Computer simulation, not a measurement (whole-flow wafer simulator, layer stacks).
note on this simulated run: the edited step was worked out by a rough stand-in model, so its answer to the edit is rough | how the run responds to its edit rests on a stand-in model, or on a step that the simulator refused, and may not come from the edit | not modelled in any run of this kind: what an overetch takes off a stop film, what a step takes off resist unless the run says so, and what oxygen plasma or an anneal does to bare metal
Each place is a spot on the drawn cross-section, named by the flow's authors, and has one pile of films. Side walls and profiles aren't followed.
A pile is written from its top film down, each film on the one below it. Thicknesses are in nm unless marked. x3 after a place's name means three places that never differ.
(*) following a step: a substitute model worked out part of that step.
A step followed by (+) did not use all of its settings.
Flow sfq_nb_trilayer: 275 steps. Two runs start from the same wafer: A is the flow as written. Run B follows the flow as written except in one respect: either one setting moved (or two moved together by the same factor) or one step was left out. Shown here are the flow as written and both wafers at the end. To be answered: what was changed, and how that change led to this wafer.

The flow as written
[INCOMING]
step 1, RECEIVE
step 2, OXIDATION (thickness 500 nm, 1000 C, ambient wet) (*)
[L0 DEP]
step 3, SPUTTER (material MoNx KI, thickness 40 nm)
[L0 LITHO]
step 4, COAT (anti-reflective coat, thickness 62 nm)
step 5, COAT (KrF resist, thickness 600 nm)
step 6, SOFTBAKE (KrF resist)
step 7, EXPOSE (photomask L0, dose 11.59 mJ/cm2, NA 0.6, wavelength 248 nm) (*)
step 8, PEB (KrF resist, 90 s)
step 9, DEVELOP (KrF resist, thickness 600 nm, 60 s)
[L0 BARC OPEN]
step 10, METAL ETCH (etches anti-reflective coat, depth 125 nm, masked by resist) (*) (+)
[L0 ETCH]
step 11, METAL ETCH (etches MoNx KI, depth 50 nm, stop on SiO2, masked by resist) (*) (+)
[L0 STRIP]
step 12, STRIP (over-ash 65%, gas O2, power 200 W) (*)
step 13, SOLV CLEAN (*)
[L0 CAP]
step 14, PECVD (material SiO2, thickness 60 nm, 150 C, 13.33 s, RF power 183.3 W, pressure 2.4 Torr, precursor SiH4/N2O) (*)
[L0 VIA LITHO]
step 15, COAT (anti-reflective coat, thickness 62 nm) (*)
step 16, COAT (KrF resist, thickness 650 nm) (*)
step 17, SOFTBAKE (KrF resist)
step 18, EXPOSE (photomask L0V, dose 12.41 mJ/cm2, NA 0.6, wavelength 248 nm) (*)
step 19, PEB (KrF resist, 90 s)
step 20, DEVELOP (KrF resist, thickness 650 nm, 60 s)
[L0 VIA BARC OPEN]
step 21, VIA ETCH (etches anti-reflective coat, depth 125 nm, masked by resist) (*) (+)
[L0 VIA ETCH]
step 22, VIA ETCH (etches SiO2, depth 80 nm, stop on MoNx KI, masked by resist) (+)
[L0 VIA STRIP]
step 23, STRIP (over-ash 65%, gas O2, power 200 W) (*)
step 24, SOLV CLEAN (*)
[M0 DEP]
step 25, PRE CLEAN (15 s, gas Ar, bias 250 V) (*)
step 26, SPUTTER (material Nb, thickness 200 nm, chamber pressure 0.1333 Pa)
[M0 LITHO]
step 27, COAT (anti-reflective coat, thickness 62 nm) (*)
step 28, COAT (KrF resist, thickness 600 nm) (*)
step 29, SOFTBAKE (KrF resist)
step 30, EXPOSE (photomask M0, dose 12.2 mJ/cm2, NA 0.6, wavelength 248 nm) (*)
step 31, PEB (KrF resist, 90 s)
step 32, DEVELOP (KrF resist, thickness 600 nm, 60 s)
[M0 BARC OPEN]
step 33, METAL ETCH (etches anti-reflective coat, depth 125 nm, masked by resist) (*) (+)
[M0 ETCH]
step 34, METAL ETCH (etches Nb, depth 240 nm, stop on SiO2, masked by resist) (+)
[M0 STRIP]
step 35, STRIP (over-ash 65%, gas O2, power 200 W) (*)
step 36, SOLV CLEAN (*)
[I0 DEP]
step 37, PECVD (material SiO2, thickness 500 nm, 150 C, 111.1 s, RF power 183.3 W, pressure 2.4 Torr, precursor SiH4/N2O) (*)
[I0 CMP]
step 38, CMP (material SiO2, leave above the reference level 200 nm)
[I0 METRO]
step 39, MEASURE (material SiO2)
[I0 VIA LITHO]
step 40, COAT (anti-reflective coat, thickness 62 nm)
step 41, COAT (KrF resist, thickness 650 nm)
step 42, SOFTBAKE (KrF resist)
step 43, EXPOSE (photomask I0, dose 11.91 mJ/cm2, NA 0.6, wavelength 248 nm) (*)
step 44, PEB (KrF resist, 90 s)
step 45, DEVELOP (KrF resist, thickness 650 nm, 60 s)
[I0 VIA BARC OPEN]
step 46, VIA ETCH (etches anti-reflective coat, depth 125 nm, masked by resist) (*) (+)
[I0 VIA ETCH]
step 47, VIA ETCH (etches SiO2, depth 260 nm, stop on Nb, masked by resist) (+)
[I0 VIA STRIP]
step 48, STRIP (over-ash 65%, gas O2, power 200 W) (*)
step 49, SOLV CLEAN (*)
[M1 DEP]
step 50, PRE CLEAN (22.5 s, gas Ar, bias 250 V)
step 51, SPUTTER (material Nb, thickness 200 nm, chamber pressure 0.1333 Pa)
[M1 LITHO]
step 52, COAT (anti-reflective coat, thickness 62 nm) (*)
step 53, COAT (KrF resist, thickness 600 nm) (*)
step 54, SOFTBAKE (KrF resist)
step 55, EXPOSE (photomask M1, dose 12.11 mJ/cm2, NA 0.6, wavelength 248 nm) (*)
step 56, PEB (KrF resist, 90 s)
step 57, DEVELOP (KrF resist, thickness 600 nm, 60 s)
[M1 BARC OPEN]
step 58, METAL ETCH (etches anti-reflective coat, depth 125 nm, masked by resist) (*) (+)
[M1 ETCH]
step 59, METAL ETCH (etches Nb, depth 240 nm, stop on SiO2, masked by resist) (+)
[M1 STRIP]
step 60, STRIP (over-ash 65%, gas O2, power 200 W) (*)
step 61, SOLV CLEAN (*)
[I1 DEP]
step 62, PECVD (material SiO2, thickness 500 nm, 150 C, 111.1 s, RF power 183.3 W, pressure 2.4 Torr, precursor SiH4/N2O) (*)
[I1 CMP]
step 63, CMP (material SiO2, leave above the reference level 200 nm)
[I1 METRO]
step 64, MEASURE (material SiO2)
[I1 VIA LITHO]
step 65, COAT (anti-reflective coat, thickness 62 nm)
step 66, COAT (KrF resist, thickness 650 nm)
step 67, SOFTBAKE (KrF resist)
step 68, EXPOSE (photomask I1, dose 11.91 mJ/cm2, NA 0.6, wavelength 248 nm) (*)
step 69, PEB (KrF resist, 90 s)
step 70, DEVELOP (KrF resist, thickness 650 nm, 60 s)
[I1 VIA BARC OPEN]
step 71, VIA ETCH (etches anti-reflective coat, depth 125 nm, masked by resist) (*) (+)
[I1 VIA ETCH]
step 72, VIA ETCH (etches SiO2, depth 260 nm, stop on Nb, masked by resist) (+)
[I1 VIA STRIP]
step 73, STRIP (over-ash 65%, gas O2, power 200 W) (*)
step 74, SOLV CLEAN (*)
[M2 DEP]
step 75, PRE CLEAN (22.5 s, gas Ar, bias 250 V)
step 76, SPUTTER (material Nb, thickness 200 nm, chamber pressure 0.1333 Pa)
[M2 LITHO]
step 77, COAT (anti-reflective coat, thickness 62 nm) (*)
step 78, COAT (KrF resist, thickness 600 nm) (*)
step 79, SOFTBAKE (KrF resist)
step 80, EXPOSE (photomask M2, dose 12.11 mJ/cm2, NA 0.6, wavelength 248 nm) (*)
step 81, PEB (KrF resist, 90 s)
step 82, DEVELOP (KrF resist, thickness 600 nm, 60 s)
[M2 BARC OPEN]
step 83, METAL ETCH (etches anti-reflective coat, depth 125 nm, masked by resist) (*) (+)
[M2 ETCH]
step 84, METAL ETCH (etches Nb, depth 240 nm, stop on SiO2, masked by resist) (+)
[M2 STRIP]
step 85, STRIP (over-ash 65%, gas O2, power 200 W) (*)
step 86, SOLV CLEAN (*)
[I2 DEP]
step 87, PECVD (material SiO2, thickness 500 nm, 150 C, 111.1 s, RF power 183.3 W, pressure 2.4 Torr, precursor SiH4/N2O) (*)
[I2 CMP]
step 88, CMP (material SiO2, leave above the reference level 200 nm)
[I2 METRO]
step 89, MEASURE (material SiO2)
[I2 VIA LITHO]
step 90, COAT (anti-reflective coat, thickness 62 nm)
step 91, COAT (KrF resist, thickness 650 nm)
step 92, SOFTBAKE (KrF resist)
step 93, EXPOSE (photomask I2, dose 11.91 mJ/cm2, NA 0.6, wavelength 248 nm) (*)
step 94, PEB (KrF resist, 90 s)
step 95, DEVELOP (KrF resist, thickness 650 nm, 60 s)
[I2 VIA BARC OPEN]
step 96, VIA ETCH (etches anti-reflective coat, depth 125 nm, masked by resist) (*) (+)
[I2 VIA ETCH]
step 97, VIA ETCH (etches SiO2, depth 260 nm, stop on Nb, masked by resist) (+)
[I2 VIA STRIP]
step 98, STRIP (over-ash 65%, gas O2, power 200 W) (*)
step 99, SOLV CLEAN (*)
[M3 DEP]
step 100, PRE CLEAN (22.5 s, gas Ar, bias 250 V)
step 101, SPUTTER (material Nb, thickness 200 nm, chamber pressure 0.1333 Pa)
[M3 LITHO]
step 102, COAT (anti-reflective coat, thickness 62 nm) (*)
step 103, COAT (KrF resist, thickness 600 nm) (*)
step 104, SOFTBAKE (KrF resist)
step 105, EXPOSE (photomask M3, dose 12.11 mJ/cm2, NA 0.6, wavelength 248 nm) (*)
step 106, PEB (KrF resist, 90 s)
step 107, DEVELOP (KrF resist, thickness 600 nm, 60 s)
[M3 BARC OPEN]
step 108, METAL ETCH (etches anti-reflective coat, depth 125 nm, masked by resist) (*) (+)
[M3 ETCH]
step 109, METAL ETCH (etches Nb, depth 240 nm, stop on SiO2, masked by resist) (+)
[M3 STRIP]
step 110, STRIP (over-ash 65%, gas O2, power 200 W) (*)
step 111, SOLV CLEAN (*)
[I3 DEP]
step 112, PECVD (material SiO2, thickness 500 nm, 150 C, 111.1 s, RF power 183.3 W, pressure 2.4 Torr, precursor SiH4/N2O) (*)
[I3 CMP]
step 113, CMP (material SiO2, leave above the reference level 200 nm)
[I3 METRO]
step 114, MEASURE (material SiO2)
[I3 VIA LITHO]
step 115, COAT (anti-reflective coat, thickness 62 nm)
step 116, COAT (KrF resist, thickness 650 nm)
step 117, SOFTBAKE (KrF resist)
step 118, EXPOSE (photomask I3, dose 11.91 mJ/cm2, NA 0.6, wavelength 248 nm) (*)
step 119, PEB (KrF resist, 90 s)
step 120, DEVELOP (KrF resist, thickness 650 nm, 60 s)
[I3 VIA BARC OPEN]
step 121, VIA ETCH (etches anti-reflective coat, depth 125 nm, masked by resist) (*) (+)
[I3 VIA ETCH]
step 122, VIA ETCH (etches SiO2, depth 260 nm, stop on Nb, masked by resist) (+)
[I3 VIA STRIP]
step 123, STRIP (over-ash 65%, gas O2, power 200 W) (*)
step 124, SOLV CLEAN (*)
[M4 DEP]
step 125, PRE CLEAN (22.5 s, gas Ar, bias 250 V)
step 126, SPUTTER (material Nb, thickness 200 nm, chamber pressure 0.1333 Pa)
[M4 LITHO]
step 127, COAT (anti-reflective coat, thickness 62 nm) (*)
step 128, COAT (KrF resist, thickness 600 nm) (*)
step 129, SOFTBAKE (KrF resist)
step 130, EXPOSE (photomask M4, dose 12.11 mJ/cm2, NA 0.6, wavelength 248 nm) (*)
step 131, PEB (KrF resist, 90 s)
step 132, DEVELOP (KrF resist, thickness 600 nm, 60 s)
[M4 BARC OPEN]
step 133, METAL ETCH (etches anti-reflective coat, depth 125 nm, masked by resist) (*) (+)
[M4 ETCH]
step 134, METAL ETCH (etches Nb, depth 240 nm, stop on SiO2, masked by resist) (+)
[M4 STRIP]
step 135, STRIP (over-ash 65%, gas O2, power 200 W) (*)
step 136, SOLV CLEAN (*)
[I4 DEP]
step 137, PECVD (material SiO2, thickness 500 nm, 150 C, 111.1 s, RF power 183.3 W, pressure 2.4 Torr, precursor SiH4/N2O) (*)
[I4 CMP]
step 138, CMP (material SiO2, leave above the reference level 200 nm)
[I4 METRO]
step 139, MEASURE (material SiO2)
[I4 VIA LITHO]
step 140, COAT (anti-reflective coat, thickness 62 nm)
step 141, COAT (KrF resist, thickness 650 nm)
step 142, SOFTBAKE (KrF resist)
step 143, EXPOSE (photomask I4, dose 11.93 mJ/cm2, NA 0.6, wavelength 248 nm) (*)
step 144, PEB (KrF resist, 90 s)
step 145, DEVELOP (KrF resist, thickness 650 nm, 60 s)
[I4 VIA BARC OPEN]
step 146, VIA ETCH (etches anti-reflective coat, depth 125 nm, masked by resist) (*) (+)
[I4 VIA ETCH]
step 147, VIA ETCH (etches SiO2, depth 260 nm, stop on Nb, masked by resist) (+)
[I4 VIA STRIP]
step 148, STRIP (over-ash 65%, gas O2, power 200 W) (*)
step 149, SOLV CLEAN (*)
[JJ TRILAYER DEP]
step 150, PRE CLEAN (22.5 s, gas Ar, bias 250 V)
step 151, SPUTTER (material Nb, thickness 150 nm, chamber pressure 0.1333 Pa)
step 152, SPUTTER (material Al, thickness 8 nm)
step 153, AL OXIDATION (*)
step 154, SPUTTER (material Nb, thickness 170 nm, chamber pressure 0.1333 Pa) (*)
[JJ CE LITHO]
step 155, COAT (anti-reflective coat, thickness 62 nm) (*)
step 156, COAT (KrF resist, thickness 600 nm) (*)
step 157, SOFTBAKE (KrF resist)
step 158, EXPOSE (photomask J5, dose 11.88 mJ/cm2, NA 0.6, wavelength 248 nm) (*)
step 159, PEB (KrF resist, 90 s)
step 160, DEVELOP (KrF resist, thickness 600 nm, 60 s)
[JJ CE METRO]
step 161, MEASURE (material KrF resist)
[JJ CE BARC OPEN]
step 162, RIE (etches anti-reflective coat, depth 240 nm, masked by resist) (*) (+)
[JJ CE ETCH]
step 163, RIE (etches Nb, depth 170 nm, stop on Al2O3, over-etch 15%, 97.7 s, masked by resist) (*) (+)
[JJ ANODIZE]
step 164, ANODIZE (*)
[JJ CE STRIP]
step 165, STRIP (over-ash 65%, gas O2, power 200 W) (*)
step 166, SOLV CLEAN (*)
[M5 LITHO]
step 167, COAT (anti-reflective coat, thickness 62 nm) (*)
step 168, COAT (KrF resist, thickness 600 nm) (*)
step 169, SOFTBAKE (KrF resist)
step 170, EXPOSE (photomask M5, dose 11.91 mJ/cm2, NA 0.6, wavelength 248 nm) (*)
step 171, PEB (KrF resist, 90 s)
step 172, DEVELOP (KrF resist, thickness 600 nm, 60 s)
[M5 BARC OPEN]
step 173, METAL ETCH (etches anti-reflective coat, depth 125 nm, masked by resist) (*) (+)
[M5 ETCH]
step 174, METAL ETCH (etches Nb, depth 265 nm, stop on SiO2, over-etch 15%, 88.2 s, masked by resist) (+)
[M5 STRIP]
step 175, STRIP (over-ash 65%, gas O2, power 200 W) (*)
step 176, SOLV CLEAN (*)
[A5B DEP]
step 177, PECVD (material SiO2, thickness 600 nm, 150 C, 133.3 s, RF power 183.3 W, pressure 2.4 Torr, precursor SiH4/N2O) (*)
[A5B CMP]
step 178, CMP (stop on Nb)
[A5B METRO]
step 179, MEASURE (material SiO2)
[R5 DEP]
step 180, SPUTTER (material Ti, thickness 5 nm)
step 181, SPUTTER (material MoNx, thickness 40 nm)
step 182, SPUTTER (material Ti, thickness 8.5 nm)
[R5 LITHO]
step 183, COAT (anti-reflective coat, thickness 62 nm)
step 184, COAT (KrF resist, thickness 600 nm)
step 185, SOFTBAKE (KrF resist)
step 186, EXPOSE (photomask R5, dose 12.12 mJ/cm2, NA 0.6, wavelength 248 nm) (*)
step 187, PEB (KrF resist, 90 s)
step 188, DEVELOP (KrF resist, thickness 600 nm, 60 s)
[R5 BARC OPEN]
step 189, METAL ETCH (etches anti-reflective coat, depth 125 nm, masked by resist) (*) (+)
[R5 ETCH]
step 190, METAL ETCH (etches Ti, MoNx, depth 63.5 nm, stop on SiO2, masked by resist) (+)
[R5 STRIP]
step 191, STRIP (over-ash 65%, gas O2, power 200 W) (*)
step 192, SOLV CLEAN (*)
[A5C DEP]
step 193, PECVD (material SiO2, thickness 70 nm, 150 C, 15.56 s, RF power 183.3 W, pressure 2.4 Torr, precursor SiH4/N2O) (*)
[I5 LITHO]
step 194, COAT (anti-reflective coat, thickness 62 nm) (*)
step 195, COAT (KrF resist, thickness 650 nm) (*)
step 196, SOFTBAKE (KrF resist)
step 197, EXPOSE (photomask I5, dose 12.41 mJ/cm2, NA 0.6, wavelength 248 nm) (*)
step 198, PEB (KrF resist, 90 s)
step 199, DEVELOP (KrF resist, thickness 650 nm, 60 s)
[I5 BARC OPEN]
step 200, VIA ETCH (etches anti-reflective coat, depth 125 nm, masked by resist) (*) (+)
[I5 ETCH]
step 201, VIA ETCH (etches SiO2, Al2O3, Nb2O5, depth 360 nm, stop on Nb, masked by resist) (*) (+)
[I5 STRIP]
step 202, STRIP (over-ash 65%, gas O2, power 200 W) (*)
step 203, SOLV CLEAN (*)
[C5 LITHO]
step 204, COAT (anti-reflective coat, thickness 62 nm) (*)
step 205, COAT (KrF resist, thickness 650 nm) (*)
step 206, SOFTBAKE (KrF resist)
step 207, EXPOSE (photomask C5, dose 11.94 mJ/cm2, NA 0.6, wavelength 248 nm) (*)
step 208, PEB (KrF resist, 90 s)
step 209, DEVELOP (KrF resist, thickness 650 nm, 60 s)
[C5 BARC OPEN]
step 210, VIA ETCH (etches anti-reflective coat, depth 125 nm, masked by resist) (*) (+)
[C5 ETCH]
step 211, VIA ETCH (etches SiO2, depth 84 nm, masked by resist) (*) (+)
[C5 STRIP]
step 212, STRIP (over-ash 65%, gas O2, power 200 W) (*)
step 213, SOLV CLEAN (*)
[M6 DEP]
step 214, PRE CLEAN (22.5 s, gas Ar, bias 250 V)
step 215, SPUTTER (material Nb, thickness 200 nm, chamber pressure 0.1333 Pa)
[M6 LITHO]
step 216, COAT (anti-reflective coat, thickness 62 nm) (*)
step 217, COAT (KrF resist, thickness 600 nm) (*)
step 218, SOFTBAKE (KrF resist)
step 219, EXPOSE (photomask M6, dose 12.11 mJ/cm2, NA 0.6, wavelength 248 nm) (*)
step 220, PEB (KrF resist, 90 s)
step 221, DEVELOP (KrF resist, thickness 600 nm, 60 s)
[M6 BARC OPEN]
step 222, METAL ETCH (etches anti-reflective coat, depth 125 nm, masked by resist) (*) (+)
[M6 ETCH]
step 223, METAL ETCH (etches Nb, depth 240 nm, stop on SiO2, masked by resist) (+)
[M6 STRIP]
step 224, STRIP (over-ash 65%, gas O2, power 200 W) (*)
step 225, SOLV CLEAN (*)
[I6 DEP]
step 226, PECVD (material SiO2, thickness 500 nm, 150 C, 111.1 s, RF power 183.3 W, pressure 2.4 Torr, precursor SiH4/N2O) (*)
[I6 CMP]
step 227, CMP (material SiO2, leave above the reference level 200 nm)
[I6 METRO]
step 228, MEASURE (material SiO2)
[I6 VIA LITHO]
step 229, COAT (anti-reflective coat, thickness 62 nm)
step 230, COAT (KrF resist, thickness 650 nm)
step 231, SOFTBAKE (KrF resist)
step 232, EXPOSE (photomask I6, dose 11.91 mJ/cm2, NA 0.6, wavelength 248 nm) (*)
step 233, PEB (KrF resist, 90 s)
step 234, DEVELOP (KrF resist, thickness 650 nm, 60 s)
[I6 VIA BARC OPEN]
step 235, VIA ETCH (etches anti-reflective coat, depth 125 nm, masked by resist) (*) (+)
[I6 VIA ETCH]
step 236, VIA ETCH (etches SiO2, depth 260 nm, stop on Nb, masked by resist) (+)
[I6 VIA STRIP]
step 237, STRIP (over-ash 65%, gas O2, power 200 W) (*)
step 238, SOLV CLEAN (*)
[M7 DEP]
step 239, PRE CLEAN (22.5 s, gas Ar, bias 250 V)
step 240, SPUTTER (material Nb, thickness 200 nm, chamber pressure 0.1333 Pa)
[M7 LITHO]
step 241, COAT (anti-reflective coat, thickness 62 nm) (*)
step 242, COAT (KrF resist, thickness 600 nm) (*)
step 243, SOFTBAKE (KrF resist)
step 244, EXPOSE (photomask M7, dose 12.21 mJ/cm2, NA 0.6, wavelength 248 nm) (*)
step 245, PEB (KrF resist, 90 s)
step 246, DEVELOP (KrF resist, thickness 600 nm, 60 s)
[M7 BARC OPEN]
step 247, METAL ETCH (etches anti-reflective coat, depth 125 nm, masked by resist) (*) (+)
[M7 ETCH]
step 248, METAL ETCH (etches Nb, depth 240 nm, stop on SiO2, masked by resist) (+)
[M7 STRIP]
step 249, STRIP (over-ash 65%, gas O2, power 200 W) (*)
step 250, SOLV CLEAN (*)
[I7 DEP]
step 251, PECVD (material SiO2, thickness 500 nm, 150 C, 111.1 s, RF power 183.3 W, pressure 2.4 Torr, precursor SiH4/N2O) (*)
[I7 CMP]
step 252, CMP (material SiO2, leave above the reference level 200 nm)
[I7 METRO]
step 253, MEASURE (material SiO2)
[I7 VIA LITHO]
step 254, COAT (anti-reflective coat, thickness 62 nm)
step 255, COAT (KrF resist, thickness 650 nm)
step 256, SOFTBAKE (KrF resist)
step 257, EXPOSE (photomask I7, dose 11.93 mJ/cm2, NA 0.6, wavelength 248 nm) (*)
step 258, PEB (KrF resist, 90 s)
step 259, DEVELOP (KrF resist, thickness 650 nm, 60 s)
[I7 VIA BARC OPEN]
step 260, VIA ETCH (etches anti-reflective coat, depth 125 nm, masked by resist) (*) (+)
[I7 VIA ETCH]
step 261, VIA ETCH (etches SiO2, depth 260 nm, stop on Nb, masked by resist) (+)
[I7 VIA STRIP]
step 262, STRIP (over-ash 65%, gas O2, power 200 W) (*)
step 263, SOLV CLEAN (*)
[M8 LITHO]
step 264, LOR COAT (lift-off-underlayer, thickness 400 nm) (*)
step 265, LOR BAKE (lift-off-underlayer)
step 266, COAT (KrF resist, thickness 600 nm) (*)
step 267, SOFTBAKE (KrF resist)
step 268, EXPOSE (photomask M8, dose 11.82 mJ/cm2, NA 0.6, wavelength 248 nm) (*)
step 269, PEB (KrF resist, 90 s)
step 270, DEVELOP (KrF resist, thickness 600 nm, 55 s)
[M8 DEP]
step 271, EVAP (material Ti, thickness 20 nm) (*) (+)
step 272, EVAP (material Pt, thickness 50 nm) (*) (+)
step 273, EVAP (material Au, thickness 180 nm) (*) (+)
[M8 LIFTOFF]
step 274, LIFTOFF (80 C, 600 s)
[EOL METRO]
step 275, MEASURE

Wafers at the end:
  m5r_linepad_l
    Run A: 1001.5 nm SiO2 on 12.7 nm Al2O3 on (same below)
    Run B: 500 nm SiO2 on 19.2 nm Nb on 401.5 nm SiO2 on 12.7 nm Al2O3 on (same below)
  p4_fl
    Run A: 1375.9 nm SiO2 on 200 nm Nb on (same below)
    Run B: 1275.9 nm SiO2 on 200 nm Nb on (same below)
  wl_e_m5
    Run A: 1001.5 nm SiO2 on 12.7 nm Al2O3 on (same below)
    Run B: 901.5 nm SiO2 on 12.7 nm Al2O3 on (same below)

What caused this: step 226, PECVD: thickness 200 nm was run, while the flow as written has thickness 500 nm; step 226, PECVD: 44.44 s was run, where the flow has 111.1 s.

How this came from the change, step by step:
  step 226, PECVD (material SiO2, thickness 500 nm, 150 C, 111.1 s, RF power 183.3 W, pressure 2.4 Torr, precursor SiH4/N2O) (*)
      field_l, p4_fl, p4_fm and 62 more: A +500 SiO2 | B +200 SiO2
      v_sur, via_wl, via_w and 21 more: A +500 SiO2 (new film) | B +200 SiO2 (new film)
      (also at 17 further places)
  step 227, CMP (material SiO2, leave above the reference level 200 nm)
      field_l, p4_fl, p4_fm and 59 more: A -100 SiO2 | B nothing
      v_sur, via_wl, via_w and 15 more: A -300 SiO2 | B nothing
      (also at 26 further places)
  step 229, COAT (anti-reflective coat, thickness 62 nm)
      p3_l3, p3_l5, p3_l6, wl_d_sl: A +62 anti-reflective coat (new film) | B +64.2 anti-reflective coat (new film)
      m0r_space_l, m0r_space_r, m7r_space_l, m7r_space_r: A +62 anti-reflective coat (new film) | B +81.5 anti-reflective coat (new film)
      (also at 84 further places)
  step 230, COAT (KrF resist, thickness 650 nm)
      m0r_space_l, m0r_space_r, m5r_space_l, m5r_space_r, m7r_space_l, m7r_space_r: A +650 KrF resist (new film) | B +677.3 KrF resist (new film)
      m0r_line_l, m0r_line_r, m7r_line_l, m7r_line_r: A +650 KrF resist (new film) | B +687.3 KrF resist (new film)
      (also at 77 further places)
  step 234, DEVELOP (KrF resist, thickness 650 nm, 60 s)
      via_v: A -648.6 KrF resist (all of it) | B -592.2 KrF resist (all of it)
  step 235, VIA ETCH (etches anti-reflective coat, depth 125 nm, masked by resist) (*) (+)
      field_l, v_sur, via_wl and 102 more: A -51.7 KrF resist | B -41.6 KrF resist
      via_v: A -62 anti-reflective coat (all of it), -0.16 SiO2 | B -49.9 anti-reflective coat (all of it), -0.12 SiO2
  step 237, STRIP (over-ash 65%, gas O2, power 200 W) (*)
      m0r_line_l, m0r_line_r, m7r_line_l, m7r_line_r: A -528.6 KrF resist (all of it), -62 anti-reflective coat (all of it) | B -575.9 KrF resist (all of it), -61.5 anti-reflective coat (all of it)
      m0r_space_l, m0r_space_r, m7r_space_l, m7r_space_r: A -528.6 KrF resist (all of it), -62 anti-reflective coat (all of it) | B -565.9 KrF resist (all of it), -81.5 anti-reflective coat (all of it)
      (also at 97 further places)
  step 240, SPUTTER (material Nb, thickness 200 nm, chamber pressure 0.1333 Pa)
      lsp_r, l0_sur, l0v: A +200 Nb (new film) | B +190 Nb (new film)
      moat, lsp_m: A +200 Nb (new film) | B +173.1 Nb (new film)
      (also at 3 further places)
  step 241, COAT (anti-reflective coat, thickness 62 nm) (*)
      p3_s3, p3_l4, p3_s4, p3_l6: A +62 anti-reflective coat (new film) | B +64.2 anti-reflective coat (new film)
      m0r_space_l, m0r_space_r, m7r_space_l, m7r_space_r: A +62 anti-reflective coat (new film) | B +82.6 anti-reflective coat (new film)
      (also at 85 further places)
  step 242, COAT (KrF resist, thickness 600 nm) (*)
      m0r_line_l, m0r_line_r, m7r_line_l, m7r_line_r: A +600 KrF resist (new film) | B +637.2 KrF resist (new film)
      m0r_space_l, m0r_space_r, m7r_space_l, m7r_space_r: A +600 KrF resist (new film) | B +626.7 KrF resist (new film)
      (also at 79 further places)
  step 245, PEB (KrF resist, 90 s)
      be: A -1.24 KrF resist | B -1.75 KrF resist
  step 246, DEVELOP (KrF resist, thickness 600 nm, 60 s)
      m0r_space_l, m0r_space_r, m7r_space_l, m7r_space_r: A -598.7 KrF resist (all of it) | B -625.4 KrF resist (all of it)
      wl_c_sr, wl_d_sl: A -598.7 KrF resist (all of it) | B -621.4 KrF resist (all of it)
      (also at 40 further places)
  step 247, METAL ETCH (etches anti-reflective coat, depth 125 nm, masked by resist) (*) (+)
      m5r_linepad_l, m5r_linepad_r, r5r_spacepad_l, r5r_spacepad_r, m8r_pad_l, m8r_pad_r: A -62 anti-reflective coat (all of it) | B -125 anti-reflective coat
      v_sur, via_wl, via_w and 38 more: A -51.7 KrF resist | B -69.4 KrF resist
      (also at 49 further places)
  step 248, METAL ETCH (etches Nb, depth 240 nm, stop on SiO2, masked by resist) (+)
      m5r_linepad_l, m5r_linepad_r: A -200 Nb (all of it) | B -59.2 anti-reflective coat (all of it), -180.8 Nb
      r5r_spacepad_l, r5r_spacepad_r: A -200 Nb (all of it) | B -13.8 anti-reflective coat (all of it), -200 Nb (all of it)
      (also at 4 further places)
  step 249, STRIP (over-ash 65%, gas O2, power 200 W) (*)
      m7r_line_l, m7r_line_r: A -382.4 KrF resist (all of it), -62 anti-reflective coat (all of it) | B -401.7 KrF resist (all of it), -61.2 anti-reflective coat (all of it)
      v_sur: A -379.9 KrF resist (all of it), -61.4 anti-reflective coat (all of it) | B -286.1 KrF resist (all of it), -38.8 anti-reflective coat (all of it)
      (also at 38 further places)
  step 251, PECVD (material SiO2, thickness 500 nm, 150 C, 111.1 s, RF power 183.3 W, pressure 2.4 Torr, precursor SiH4/N2O) (*)
      m5r_linepad_l, m5r_linepad_r: A +500 SiO2 | B +500 SiO2 (new film)
      wl_c_sl, m6r_space_l, m6r_space_r: A +500 SiO2 | B +587.3 SiO2
      (also at 4 further places)
  ... another 9 steps ...
  step 274, LIFTOFF (80 C, 600 s)
      m0r_line_l, m0r_line_r: A -180 Au (all of it), -50 Pt (all of it), -20 Ti (all of it), -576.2 KrF resist (all of it), -400 lift-off-underlayer (all of it) | B -180 Au (all of it), -50 Pt (all of it), -20 Ti (all of it), -585.1 KrF resist (all of it), -429.6 lift-off-underlayer (all of it)
      m0r_space_l, m0r_space_r: A -180 Au (all of it), -50 Pt (all of it), -20 Ti (all of it), -576.2 KrF resist (all of it), -400 lift-off-underlayer (all of it) | B -180 Au (all of it), -50 Pt (all of it), -20 Ti (all of it), -578.5 KrF resist (all of it), -437.8 lift-off-underlayer (all of it)
      (also at 56 further places)
If metal films that touch count as one body, m5r_linepad_l has 3 bodies (between them, from the top down: SiO2 401.5 / Al2O3 12.7 / Nb2O5 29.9; SiO2 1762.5); the flow as written gives 2 bodies (between them, from the top down: SiO2 1762.5).
